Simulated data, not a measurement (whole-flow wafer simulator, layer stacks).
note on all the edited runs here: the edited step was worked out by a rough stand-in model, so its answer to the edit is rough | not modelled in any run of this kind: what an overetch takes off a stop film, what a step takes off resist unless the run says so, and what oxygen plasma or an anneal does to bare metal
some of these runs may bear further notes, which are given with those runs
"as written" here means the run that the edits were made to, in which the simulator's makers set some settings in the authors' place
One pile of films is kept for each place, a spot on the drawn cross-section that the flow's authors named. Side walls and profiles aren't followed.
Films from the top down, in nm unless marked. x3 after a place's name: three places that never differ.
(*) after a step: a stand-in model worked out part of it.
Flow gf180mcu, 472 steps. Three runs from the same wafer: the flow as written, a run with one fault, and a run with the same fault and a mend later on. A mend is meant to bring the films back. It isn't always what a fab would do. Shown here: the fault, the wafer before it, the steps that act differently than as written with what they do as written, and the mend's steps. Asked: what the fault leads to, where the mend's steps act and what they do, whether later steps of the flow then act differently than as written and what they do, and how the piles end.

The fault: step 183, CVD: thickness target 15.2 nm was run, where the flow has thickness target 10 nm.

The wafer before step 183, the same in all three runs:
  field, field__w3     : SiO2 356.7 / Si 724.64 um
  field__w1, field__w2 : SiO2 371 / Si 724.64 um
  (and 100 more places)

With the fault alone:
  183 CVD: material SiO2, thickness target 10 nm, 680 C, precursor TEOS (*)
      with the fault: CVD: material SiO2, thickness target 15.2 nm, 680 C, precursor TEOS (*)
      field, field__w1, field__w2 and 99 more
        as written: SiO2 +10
        with the fault: SiO2 +15.2
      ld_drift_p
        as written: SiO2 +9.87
        with the fault: SiO2 +15
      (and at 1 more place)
  Later steps of the flow that act differently than as written (21 more steps differ only slightly, by at most 2% or 0.5 nm, whichever is larger, and aren't shown):
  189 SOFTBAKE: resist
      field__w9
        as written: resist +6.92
        with the fault: resist -3.06
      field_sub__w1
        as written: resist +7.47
        with the fault: resist +9.76
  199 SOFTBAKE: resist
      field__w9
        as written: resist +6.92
        with the fault: resist -3.06
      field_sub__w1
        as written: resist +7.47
        with the fault: resist +9.76
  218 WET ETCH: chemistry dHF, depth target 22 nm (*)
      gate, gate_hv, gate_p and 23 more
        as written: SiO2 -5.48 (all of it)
        with the fault: SiO2 -10.7 (all of it)
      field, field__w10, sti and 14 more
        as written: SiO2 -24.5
        with the fault: SiO2 -25.3
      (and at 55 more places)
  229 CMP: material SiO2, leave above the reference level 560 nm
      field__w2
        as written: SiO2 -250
        with the fault: SiO2 -255.5
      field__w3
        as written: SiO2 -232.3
        with the fault: SiO2 -237.7
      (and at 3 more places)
  At the end the piles differ from the flow's by more than 2% or 0.5 nm, whichever is larger, at spacer.
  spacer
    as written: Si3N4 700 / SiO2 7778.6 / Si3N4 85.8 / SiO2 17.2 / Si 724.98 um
    with the fault: Si3N4 700 / SiO2 7773.4 / Si3N4 85.8 / SiO2 22.4 / Si 724.98 um

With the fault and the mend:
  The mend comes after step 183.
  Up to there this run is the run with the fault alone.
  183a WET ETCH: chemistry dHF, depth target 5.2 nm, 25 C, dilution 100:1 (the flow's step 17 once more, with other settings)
      field, field__w1, field__w2 and 101 more
        SiO2 -5.2
  No later step of the flow acts differently than as written, at any place that is followed, by more than 2% or 0.5 nm, whichever is larger.
  At the end the piles differ from the flow's only slightly at the places that both follow, by at most 2% or 0.5 nm, whichever is larger.
